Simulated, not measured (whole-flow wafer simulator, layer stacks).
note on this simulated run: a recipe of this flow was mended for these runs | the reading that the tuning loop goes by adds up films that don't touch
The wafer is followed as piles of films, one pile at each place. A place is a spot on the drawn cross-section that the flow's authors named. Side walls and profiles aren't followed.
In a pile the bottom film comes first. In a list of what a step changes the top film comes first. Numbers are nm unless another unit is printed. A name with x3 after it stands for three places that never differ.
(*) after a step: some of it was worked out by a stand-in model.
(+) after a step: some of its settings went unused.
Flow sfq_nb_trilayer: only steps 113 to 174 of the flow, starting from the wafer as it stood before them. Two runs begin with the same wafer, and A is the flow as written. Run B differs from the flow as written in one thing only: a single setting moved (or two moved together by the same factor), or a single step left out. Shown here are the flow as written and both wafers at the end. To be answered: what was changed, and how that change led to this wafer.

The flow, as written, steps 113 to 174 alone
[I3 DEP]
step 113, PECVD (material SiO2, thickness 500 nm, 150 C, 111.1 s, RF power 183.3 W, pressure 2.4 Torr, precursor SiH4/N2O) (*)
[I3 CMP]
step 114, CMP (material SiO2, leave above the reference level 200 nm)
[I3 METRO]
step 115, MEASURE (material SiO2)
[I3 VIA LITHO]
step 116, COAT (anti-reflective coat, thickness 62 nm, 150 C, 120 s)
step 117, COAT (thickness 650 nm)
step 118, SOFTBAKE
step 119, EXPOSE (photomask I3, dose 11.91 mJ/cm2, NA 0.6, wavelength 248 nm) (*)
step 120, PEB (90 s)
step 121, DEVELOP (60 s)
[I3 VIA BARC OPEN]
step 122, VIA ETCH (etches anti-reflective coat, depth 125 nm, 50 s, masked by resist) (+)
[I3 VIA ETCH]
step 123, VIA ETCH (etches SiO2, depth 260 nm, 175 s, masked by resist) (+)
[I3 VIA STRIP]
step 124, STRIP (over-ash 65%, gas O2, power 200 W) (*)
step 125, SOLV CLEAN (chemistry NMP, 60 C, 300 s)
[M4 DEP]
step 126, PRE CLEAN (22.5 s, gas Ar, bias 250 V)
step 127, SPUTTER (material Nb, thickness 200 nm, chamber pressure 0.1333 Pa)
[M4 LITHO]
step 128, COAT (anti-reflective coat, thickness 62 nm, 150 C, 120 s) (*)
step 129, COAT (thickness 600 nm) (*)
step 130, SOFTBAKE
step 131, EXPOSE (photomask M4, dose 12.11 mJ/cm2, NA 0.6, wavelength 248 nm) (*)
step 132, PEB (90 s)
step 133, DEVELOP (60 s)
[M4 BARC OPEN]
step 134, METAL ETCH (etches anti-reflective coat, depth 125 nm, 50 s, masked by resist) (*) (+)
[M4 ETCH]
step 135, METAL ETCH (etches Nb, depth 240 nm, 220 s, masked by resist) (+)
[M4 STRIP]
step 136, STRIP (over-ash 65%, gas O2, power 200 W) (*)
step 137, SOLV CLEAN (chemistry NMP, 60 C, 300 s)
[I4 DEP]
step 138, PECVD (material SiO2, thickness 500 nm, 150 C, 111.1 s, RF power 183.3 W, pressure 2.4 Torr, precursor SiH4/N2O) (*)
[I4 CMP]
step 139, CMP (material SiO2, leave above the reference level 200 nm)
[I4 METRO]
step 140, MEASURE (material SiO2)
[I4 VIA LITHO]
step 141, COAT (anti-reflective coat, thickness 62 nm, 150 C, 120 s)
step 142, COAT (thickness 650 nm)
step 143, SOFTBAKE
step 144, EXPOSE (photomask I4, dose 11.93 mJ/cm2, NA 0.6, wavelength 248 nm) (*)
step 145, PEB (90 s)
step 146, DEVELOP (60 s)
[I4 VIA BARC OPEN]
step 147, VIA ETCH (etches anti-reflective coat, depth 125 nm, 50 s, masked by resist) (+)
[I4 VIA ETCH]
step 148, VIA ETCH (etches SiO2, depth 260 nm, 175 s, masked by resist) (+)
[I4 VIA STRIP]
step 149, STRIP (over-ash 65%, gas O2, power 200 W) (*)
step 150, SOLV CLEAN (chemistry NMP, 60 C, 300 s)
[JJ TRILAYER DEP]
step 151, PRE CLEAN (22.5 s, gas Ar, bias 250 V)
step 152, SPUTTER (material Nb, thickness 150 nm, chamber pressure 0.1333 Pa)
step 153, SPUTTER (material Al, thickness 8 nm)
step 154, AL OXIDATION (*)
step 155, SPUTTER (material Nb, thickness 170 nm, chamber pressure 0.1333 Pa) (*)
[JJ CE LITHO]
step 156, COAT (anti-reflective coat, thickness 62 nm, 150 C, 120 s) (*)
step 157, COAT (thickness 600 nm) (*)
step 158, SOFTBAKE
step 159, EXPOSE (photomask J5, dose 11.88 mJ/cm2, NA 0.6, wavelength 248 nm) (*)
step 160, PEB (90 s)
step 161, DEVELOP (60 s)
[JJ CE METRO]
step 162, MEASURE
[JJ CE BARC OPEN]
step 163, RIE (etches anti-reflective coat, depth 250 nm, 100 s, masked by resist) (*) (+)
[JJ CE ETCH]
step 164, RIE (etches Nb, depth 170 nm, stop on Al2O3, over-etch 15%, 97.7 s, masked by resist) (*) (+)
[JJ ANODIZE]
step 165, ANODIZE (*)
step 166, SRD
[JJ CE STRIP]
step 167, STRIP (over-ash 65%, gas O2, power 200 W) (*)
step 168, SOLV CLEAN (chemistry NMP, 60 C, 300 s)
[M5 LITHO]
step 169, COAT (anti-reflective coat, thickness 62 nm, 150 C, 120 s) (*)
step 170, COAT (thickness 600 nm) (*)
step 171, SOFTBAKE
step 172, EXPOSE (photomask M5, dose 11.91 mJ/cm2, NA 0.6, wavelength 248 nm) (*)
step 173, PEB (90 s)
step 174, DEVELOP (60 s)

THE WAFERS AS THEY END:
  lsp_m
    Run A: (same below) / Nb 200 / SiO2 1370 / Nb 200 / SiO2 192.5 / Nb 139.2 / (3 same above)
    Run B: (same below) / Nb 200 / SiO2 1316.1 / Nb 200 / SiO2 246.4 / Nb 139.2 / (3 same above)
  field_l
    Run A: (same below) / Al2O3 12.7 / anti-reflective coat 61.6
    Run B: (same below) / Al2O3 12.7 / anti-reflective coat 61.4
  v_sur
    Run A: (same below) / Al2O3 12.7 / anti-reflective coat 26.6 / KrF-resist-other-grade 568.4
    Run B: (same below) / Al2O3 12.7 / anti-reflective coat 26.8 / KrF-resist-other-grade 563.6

Cause: step 113, PECVD: 77.78 s was run, though the flow has 111.1 s.

The path from the change to this, step by step:
  step 113, PECVD (material SiO2, thickness 500 nm, 150 C, 111.1 s, RF power 183.3 W, pressure 2.4 Torr, precursor SiH4/N2O) (*)
      field_l, be, be_sur and 64 more: A +500 SiO2 | B +350.1 SiO2
      v_sur, via_wl, via_wr and 27 more: A +500 SiO2 (new film) | B +350.1 SiO2 (new film)
      (as well as at 9 more places)
  step 114, CMP (material SiO2, leave above the reference level 200 nm)
      field_l, be, be_sur and 64 more: A -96 SiO2 | B nothing
      p4_g1, p4_g2, p3_s0, p3_s1, p3_s2, p3_s3, p3_s4, p3_s5: A -157.1 SiO2 | B nothing
      (as well as at 31 more places)
  step 116, COAT (anti-reflective coat, thickness 62 nm, 150 C, 120 s)
      p4_fm, m0r_space_l, m0r_space_r, m6r_space_l x2, m6r_space_r x2: A +62 anti-reflective coat (new film) | B +77.3 anti-reflective coat (new film)
      m0r_line_l x3, m0r_line_r x3: A +62 anti-reflective coat (new film) | B +70.9 anti-reflective coat (new film)
      (as well as at 68 more places)
  step 117, COAT (thickness 650 nm)
      via_sp: A +650 KrF-resist-other-grade (new film) | B +634.8 KrF-resist-other-grade (new film)
      via_v: A +650 KrF-resist-other-grade (new film) | B +631 KrF-resist-other-grade (new film)
      (as well as at 8 more places)
  step 121, DEVELOP (60 s)
      via_v: A -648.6 KrF-resist-other-grade (all of it) | B -629.6 KrF-resist-other-grade (all of it)
  step 122, VIA ETCH (etches anti-reflective coat, depth 125 nm, 50 s, masked by resist) (+)
      via_v: A -62 anti-reflective coat (all of it), -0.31 SiO2 | B -59.2 anti-reflective coat (all of it), -0.33 SiO2
  step 124, STRIP (over-ash 65%, gas O2, power 200 W) (*)
      m0r_line_l x3, m0r_line_r x3: A -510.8 KrF-resist-other-grade (all of it), -62 anti-reflective coat (all of it) | B -517.7 KrF-resist-other-grade (all of it), -70.9 anti-reflective coat (all of it)
      m0r_space_l, m0r_space_r, m6r_space_l x2, m6r_space_r x2: A -510.8 KrF-resist-other-grade (all of it), -62 anti-reflective coat (all of it) | B -512.4 KrF-resist-other-grade (all of it), -77.3 anti-reflective coat (all of it)
      (as well as at 70 more places)
  step 128, COAT (anti-reflective coat, thickness 62 nm, 150 C, 120 s) (*)
      m0r_line_l x3, m0r_line_r x3: A +62 anti-reflective coat (new film) | B +69.2 anti-reflective coat (new film)
      wl_a_m6, wl_a_sr, wl_b_sl, m5r_line_l, m5r_line_r: A +62 anti-reflective coat (new film) | B +60.6 anti-reflective coat (new film)
      (as well as at 70 more places)
  step 129, COAT (thickness 600 nm) (*)
      via_wr: A +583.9 KrF-resist-other-grade (new film) | B +571 KrF-resist-other-grade (new film)
      via_sp: A +600.1 KrF-resist-other-grade (new film) | B +582.7 KrF-resist-other-grade (new film)
      (as well as at 9 more places)
  step 133, DEVELOP (60 s)
      wl_d_sl, wl_d_sr: A -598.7 KrF-resist-other-grade (all of it) | B -612.2 KrF-resist-other-grade (all of it)
      wl_d_m1: A -598.7 KrF-resist-other-grade (all of it) | B -617.3 KrF-resist-other-grade (all of it)
      (as well as at 4 more places)
  step 134, METAL ETCH (etches anti-reflective coat, depth 125 nm, 50 s, masked by resist) (*) (+)
      m0r_line_l x3, m0r_line_r x3: A -62 anti-reflective coat (all of it) | B -69.2 anti-reflective coat (all of it)
      p3_s1, p3_s2, p3_s3: A -62 anti-reflective coat (all of it) | B -91.1 anti-reflective coat (all of it)
      (as well as at 40 more places)
  step 136, STRIP (over-ash 65%, gas O2, power 200 W) (*)
      wl_a_sr, wl_b_sl: A -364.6 KrF-resist-other-grade (all of it), -62 anti-reflective coat (all of it) | B -359.2 KrF-resist-other-grade (all of it), -60.6 anti-reflective coat (all of it)
      v_sur: A -360.6 KrF-resist-other-grade (all of it), -64.7 anti-reflective coat (all of it) | B -356.7 KrF-resist-other-grade (all of it), -37.8 anti-reflective coat (all of it)
      (as well as at 33 more places)
  step 138, PECVD (material SiO2, thickness 500 nm, 150 C, 111.1 s, RF power 183.3 W, pressure 2.4 Torr, precursor SiH4/N2O) (*)
      p3_s0, p3_s1, p3_s2, p3_s3, p3_s4, p3_s5: A +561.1 SiO2 | B +614.9 SiO2
  step 139, CMP (material SiO2, leave above the reference level 200 nm)
      field_l, be, be_sur and 55 more: A -96 SiO2 | B -42.1 SiO2
      ln_m5, lsp_m, ln_m6, p4_fl, p4_fm, p4_g1, p4_g2, p4_fr: A -300 SiO2 | B -246.1 SiO2
      (as well as at 4 more places)
  step 148, VIA ETCH (etches SiO2, depth 260 nm, 175 s, masked by resist) (+)
      via_w: A -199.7 SiO2 (all of it), -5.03 Nb | B -232.1 SiO2 (all of it), -2.33 Nb
  step 152, SPUTTER (material Nb, thickness 150 nm, chamber pressure 0.1333 Pa)
      via_w: A +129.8 Nb | B +126.3 Nb
  ... 7 other steps ...
  step 170, COAT (thickness 600 nm) (*)
      via_w: A +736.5 KrF-resist-other-grade (new film) | B +755.4 KrF-resist-other-grade (new film)
